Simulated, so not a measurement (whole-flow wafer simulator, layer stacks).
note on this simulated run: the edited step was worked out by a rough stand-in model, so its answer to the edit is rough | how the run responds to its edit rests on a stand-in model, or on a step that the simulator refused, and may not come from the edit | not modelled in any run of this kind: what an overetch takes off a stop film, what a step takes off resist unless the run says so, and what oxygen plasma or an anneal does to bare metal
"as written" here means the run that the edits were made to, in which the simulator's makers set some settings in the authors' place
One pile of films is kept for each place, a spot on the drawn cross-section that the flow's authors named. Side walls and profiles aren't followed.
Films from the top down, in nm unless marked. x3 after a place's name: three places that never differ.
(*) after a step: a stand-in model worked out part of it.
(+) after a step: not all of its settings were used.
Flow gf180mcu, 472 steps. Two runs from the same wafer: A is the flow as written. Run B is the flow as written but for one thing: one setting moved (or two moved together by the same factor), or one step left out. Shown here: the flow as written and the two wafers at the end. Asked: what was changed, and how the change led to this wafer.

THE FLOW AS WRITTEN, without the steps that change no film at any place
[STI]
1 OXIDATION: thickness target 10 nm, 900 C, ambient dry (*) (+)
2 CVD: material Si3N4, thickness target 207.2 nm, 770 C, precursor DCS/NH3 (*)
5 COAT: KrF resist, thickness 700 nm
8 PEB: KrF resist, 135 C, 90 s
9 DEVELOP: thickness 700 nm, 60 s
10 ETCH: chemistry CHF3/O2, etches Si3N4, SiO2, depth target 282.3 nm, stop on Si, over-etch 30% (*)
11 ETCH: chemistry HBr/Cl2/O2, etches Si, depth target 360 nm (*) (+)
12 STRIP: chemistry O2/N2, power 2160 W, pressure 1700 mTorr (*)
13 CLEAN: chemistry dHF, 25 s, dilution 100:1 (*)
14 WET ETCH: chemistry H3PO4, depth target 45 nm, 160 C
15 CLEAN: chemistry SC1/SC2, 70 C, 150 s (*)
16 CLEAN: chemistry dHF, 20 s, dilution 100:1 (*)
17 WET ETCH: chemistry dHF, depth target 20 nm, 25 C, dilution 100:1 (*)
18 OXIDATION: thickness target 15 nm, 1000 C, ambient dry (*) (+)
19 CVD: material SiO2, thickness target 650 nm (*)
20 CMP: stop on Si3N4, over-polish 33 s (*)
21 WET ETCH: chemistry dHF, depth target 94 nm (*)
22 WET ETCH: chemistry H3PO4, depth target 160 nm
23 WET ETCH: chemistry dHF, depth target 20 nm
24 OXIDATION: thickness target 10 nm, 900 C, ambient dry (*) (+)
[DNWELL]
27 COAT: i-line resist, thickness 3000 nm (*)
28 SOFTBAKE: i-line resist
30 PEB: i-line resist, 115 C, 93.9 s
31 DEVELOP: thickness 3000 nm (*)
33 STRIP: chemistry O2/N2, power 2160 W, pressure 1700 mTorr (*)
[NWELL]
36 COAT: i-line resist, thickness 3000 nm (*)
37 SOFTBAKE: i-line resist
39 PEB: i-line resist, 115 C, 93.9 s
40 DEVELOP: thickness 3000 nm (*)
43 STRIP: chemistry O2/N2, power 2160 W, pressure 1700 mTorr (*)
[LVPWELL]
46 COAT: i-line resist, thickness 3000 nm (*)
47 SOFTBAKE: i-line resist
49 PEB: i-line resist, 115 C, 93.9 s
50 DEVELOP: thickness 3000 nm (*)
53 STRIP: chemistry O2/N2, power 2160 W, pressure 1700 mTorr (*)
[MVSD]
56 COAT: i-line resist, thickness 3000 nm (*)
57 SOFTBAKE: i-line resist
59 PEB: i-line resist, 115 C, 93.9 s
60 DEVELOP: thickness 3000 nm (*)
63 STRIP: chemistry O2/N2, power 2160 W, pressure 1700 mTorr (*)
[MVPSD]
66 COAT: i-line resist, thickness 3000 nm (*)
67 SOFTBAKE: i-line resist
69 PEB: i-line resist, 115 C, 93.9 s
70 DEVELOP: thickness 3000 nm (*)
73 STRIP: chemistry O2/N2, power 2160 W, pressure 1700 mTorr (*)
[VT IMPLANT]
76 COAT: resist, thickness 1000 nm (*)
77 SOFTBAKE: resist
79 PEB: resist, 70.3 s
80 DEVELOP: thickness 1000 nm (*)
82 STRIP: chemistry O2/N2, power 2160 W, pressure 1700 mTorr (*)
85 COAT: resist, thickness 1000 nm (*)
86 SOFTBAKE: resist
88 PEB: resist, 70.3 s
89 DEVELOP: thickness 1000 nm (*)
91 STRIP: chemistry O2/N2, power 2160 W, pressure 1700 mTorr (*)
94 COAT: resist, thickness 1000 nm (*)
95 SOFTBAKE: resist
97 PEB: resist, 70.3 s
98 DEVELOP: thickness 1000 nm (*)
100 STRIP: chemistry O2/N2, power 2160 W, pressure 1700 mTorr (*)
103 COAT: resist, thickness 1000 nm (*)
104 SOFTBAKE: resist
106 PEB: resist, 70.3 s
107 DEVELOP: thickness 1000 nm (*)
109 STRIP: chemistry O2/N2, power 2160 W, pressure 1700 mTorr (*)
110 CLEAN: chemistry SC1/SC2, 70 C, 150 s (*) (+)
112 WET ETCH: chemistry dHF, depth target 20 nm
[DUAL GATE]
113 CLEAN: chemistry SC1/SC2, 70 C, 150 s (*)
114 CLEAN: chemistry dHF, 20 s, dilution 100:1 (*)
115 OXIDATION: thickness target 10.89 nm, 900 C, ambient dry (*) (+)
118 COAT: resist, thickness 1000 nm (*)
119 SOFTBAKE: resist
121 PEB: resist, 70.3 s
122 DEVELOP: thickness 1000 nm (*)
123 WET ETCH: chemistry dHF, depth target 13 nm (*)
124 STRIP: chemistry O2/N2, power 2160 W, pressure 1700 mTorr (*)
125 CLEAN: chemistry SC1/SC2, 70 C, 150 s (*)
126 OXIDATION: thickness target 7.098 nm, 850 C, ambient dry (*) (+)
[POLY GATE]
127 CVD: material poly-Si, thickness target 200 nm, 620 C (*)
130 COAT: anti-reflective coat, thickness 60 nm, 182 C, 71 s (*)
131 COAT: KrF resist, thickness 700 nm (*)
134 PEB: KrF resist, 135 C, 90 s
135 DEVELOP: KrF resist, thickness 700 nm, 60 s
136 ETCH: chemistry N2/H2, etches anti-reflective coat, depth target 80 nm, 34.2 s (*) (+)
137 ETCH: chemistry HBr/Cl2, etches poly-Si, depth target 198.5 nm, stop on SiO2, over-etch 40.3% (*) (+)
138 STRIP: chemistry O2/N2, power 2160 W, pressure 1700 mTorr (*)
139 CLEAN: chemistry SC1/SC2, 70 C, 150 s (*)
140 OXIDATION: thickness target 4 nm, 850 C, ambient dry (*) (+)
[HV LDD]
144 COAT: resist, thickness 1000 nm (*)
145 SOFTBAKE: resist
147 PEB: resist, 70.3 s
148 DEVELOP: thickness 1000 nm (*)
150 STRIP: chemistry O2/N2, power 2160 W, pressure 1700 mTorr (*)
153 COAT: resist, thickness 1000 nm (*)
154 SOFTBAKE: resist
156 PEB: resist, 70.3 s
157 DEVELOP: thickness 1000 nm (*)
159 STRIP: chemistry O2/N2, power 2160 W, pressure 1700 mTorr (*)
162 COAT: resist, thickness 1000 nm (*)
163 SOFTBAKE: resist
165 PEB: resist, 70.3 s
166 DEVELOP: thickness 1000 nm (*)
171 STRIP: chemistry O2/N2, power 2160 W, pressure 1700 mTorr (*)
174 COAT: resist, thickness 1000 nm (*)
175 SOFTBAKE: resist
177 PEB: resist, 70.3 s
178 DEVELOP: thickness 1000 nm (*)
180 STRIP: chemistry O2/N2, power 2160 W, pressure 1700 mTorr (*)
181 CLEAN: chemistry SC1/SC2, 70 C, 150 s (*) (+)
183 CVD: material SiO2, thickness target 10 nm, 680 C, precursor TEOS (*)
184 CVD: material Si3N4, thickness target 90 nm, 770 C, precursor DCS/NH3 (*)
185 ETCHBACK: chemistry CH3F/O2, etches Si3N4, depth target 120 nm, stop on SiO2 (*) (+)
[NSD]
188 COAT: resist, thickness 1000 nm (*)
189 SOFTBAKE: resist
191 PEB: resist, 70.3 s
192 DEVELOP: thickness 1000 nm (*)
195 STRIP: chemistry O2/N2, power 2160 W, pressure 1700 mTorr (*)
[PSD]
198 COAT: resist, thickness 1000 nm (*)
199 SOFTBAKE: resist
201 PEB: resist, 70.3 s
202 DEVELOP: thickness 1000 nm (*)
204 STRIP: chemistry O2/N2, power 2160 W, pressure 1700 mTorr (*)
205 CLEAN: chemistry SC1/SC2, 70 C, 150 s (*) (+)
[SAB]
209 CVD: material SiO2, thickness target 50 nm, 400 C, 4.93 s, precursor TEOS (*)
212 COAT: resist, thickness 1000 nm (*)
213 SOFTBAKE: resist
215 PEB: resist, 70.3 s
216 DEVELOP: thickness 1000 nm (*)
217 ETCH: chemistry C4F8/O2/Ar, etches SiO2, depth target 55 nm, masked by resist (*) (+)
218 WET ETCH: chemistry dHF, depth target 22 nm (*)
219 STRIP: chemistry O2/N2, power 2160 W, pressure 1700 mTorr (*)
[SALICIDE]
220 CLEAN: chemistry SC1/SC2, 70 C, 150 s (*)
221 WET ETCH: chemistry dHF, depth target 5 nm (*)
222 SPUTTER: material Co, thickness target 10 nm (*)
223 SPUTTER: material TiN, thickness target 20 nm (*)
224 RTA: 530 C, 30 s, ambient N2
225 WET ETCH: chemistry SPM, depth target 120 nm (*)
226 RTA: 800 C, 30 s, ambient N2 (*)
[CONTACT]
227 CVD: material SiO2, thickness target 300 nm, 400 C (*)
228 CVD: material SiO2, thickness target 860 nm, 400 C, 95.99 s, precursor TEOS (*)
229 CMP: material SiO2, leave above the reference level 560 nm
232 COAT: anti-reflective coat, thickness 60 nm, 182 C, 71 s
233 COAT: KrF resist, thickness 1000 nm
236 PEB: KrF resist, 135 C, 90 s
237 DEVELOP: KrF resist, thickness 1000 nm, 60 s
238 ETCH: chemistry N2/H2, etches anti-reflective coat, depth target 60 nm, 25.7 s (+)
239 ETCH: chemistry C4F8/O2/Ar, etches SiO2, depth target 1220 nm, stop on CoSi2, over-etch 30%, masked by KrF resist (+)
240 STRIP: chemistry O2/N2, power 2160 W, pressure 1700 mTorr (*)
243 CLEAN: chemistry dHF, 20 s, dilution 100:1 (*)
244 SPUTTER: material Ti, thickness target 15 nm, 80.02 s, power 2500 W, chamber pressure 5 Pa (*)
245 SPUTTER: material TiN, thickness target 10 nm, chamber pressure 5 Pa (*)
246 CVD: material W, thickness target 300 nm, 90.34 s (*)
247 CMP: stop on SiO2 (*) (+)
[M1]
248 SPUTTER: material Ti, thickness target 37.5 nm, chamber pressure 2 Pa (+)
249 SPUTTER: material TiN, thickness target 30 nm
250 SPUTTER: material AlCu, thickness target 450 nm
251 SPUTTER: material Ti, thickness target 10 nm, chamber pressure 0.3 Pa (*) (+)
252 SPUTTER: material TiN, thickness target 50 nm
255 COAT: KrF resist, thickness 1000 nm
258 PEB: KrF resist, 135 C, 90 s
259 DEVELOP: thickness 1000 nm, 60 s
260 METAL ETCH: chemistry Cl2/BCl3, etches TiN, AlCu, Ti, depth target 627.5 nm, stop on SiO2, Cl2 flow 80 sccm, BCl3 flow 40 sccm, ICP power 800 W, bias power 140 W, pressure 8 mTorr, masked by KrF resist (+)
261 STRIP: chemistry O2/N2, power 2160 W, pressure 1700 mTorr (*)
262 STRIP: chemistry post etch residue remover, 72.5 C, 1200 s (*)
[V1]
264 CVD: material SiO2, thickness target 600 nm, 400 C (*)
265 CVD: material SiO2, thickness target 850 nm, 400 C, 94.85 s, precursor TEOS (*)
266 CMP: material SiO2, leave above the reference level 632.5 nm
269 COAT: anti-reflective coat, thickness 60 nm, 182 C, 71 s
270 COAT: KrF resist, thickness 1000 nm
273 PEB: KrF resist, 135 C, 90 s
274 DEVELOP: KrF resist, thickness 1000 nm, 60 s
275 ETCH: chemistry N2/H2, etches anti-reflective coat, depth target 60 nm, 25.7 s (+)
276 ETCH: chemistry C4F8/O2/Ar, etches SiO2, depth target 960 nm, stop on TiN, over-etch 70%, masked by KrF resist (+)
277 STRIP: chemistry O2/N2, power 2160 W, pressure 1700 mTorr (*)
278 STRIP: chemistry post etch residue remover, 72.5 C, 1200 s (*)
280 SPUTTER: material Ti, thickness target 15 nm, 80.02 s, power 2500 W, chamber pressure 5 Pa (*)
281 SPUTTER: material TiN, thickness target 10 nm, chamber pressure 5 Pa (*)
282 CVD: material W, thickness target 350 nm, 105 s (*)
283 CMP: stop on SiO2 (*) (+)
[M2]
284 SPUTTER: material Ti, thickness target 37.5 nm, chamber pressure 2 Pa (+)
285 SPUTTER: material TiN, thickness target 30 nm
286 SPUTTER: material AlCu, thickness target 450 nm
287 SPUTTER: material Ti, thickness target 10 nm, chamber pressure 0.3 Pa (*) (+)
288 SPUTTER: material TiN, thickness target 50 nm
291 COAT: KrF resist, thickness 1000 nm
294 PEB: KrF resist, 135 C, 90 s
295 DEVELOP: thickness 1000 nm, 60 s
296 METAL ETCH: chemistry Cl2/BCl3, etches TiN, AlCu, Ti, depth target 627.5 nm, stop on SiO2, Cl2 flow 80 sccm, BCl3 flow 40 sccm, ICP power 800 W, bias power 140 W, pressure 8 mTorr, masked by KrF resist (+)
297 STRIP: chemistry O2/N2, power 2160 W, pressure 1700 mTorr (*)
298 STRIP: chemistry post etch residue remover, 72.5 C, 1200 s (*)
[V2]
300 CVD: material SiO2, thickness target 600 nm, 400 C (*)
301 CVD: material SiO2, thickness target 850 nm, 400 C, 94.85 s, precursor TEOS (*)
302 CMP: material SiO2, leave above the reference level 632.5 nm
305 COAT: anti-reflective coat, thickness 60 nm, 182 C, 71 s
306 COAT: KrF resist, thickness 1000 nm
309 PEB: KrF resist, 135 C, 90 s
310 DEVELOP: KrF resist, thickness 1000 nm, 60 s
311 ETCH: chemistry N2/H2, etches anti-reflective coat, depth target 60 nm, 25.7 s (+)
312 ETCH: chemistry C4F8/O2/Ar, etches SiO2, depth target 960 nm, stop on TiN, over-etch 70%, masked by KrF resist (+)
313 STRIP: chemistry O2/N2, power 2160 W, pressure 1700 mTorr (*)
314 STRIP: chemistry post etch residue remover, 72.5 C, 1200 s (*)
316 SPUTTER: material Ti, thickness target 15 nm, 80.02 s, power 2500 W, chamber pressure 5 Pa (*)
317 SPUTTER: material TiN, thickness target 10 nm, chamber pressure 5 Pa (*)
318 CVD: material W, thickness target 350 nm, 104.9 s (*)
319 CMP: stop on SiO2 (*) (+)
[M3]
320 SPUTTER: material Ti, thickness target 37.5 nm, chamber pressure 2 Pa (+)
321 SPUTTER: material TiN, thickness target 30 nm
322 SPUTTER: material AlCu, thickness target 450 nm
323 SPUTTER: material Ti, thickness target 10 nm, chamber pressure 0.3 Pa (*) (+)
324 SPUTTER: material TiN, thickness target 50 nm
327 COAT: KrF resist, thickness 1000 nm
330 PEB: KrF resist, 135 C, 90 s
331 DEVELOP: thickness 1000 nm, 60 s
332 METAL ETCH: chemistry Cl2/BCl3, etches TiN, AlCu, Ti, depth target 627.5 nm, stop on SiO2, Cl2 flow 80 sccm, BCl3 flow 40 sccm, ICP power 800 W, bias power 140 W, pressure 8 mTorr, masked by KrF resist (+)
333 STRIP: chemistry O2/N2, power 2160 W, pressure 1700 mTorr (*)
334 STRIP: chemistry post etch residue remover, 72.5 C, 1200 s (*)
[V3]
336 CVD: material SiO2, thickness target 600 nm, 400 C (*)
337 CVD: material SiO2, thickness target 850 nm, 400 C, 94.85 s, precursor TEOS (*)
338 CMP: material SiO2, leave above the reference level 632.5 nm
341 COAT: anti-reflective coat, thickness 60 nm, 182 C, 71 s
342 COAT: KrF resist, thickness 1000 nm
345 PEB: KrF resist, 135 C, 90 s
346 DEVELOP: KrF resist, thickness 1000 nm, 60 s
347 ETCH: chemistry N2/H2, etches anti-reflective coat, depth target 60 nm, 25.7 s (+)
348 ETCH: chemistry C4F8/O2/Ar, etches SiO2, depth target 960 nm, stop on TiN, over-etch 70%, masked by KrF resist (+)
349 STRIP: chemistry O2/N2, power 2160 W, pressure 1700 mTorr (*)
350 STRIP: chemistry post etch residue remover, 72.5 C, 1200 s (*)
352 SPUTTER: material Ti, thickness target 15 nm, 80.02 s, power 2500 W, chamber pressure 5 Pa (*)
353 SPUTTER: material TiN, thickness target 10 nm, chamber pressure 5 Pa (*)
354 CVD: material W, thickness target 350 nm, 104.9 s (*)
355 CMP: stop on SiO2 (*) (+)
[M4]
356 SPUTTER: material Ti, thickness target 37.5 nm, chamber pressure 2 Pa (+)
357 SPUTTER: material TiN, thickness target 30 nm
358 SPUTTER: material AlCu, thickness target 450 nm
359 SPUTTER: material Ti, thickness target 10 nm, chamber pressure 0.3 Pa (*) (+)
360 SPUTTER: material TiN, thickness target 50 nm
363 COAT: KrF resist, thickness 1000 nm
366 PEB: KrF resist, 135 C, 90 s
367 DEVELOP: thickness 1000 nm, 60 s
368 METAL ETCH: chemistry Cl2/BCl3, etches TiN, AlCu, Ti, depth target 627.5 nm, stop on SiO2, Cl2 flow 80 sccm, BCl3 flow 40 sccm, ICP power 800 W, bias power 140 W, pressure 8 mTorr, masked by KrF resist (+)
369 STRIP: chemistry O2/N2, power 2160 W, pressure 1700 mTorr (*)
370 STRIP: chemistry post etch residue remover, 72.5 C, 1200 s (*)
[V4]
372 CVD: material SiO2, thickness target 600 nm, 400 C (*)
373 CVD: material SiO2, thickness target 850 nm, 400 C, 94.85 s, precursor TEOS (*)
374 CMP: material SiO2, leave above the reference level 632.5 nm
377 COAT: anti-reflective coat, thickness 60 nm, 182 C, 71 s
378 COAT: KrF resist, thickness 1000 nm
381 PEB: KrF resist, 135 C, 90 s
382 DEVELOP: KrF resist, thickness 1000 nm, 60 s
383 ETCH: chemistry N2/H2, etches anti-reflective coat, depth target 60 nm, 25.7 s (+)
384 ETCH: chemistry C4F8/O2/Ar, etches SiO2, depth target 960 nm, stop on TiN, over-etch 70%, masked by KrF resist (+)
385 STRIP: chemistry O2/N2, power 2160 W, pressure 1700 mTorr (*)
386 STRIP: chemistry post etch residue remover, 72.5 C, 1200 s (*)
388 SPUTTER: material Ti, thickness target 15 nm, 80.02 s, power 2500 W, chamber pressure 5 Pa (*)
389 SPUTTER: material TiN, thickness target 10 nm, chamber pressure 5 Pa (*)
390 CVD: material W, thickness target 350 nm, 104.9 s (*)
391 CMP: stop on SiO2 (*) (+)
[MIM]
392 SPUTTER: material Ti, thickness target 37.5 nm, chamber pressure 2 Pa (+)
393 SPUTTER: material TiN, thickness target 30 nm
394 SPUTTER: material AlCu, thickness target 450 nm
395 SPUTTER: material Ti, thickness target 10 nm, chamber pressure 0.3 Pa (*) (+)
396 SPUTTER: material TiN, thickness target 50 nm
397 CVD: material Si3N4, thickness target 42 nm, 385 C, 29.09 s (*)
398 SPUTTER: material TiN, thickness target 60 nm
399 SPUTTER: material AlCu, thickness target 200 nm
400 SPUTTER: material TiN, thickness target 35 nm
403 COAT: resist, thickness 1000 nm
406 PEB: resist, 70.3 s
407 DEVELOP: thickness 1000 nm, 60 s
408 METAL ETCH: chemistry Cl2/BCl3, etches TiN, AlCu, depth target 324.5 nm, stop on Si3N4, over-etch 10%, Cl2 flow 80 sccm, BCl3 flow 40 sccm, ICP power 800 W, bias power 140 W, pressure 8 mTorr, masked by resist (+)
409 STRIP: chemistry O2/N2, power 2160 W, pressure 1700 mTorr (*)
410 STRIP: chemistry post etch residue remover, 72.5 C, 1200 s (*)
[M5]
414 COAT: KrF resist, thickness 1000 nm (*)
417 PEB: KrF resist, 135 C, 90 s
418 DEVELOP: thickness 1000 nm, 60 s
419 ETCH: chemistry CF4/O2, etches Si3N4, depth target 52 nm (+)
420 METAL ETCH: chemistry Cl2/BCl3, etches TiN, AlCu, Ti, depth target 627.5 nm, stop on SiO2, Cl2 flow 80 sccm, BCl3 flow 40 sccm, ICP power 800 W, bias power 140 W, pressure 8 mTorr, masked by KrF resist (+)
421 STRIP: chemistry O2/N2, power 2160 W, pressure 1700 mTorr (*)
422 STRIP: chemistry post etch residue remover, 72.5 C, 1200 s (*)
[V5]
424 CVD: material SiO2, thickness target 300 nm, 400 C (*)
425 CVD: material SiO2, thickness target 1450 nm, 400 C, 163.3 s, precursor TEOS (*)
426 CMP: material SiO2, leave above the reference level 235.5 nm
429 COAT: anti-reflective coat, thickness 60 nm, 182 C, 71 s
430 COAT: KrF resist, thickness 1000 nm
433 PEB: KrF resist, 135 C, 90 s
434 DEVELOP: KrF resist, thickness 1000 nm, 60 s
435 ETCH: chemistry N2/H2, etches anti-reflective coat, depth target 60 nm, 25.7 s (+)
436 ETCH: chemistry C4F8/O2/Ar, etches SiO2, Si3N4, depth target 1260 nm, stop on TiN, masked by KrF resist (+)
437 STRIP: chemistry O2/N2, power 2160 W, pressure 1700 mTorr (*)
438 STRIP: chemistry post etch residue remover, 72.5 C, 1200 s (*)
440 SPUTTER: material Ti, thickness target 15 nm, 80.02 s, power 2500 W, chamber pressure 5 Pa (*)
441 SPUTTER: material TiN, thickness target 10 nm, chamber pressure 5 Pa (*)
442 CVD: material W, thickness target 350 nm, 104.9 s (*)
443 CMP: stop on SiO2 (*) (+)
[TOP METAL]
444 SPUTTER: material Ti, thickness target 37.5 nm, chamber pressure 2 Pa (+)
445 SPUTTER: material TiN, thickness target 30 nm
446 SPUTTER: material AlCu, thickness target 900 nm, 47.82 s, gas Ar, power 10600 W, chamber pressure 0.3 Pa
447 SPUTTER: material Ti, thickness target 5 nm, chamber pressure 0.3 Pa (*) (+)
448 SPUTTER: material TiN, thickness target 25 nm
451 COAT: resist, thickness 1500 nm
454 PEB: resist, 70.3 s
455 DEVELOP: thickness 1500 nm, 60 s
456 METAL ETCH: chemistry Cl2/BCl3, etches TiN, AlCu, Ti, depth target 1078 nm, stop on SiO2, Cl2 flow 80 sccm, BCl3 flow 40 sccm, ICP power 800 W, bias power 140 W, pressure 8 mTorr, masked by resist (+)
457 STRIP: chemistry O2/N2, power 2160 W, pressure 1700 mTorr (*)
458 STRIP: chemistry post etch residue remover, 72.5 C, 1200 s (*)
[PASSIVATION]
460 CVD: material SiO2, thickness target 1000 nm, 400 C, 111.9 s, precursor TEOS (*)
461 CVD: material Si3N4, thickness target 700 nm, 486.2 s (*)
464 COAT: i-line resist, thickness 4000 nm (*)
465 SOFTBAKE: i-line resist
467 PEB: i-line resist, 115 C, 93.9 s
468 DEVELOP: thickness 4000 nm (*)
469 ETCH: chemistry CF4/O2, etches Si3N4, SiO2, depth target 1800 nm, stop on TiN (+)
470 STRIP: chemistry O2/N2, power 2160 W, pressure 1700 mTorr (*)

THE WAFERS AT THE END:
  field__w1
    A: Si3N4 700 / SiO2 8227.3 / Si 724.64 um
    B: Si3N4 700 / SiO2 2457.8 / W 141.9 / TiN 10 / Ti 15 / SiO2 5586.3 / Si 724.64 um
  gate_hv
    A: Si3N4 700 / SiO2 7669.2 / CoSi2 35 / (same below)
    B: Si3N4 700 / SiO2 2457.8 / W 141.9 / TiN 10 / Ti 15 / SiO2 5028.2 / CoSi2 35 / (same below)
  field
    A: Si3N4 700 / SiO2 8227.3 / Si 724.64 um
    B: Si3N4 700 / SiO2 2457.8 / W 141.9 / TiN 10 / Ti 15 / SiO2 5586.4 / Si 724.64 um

The cause: step 373, CVD: thickness target 340 nm was run, where the flow has thickness target 850 nm; step 373, CVD: 37.94 s was run, where the flow has 94.85 s.

How the change led to this, step by step:
  373 CVD: material SiO2, thickness target 850 nm, 400 C, 94.85 s, precursor TEOS (*)
      field, field__w1, field__w2 and 108 more: A SiO2 +850 | B SiO2 +350.7
  374 CMP: material SiO2, leave above the reference level 632.5 nm
      field, field__w1, field__w2 and 103 more: A SiO2 -300 | B nothing
      field__w8, contact, m1, m1__w1, m1_nw: A SiO2 -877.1 | B SiO2 -377.7
  377 COAT: anti-reflective coat, thickness 60 nm, 182 C, 71 s
      p_well, sti, spacer, sd_n, mim_1p0, pad, dice_street: A anti-reflective coat +60 (new film) | B anti-reflective coat +61.4 (new film)
      active_hv, nw_enc_fld_lv: A anti-reflective coat +60 (new film) | B anti-reflective coat +42 (new film)
      (and at 22 more places)
  378 COAT: KrF resist, thickness 1000 nm
      contact, m1_nw: A KrF resist +1000 (new film) | B KrF resist +890.4 (new film)
      field: A KrF resist +1000 (new film) | B KrF resist +959.3 (new film)
      (and at 13 more places)
  381 PEB: KrF resist, 135 C, 90 s
      contact, m1_nw: A KrF resist -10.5 | B KrF resist -8.82
      n_well: A KrF resist -10.5 | B KrF resist -9.47
      (and at 8 more places)
  382 DEVELOP: KrF resist, thickness 1000 nm, 60 s
      contact: A KrF resist -989.5 (all of it) | B KrF resist -881.6 (all of it)
  383 ETCH: chemistry N2/H2, etches anti-reflective coat, depth target 60 nm, 25.7 s (+)
      contact: A anti-reflective coat -60 (all of it), SiO2 -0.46 | B anti-reflective coat -18.2 (all of it), SiO2 -1.53
  385 STRIP: chemistry O2/N2, power 2160 W, pressure 1700 mTorr (*)
      p_well, sti, spacer, sd_n, mim_1p0, pad, dice_street: A KrF resist -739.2 (all of it), anti-reflective coat -60 (all of it) | B KrF resist -739.6 (all of it), anti-reflective coat -61.4 (all of it)
      field: A KrF resist -739.2 (all of it), anti-reflective coat -60 (all of it) | B KrF resist -698.9 (all of it), anti-reflective coat -153.4 (all of it)
      (and at 22 more places)
  388 SPUTTER: material Ti, thickness target 15 nm, 80.02 s, power 2500 W, chamber pressure 5 Pa (*)
      contact: A Ti +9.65 (new film) | B Ti +10.9 (new film)
  389 SPUTTER: material TiN, thickness target 10 nm, chamber pressure 5 Pa (*)
      contact: A TiN +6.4 (new film) | B TiN +7.23 (new film)
  390 CVD: material W, thickness target 350 nm, 104.9 s (*)
      contact: A W +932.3 (new film) | B W +730.9 (new film)
  391 CMP: stop on SiO2 (*) (+)
      field, field__w1, field__w2 and 103 more: A W -350 (all of it), TiN -10 (all of it), Ti -15 (all of it), SiO2 -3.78 | B W -195.7
      field__w8, m1, m1__w1, m1_nw: A W -350 (all of it), TiN -10 (all of it), Ti -15 (all of it), SiO2 -3.78 | B W -350 (all of it), TiN -10 (all of it), Ti -15 (all of it), SiO2 -20
      (and at 1 more place)
  420 METAL ETCH: chemistry Cl2/BCl3, etches TiN, AlCu, Ti, depth target 627.5 nm, stop on SiO2, Cl2 flow 80 sccm, BCl3 flow 40 sccm, ICP power 800 W, bias power 140 W, pressure 8 mTorr, masked by KrF resist (+)
      field, field__w1, field__w2 and 101 more: A TiN -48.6 (all of it), Ti -10 (all of it), AlCu -450 (all of it), TiN -30 (all of it), Ti -37.5 (all of it) | B TiN -48.6 (all of it), Ti -10 (all of it), AlCu -450 (all of it), TiN -30 (all of it), Ti -37.5 (all of it), W -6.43
  422 STRIP: chemistry post etch residue remover, 72.5 C, 1200 s (*)
      field, field__w1, field__w2 and 101 more: A nothing | B W -6.01
  424 CVD: material SiO2, thickness target 300 nm, 400 C (*)
      field, field__w1, field__w2 and 101 more: A SiO2 +300 | B SiO2 +300 (new film)
  426 CMP: material SiO2, leave above the reference level 235.5 nm
      field, field__w1, field__w5 and 92 more: A SiO2 -300.8 | B SiO2 -288.4
      field__w2, field__w3, field__w12 and 6 more: A SiO2 -272.7 | B SiO2 -259.7
Counting metal films that touch as one body, field__w1 has 1 body; the flow as written gives 0 bodies.
Counting metal films that touch as one body, gate_hv has 2 bodies (between them, from the top down: SiO2 5028.2); the flow as written gives 1 body.
Counting metal films that touch as one body, field has 1 body; the flow as written gives 0 bodies.
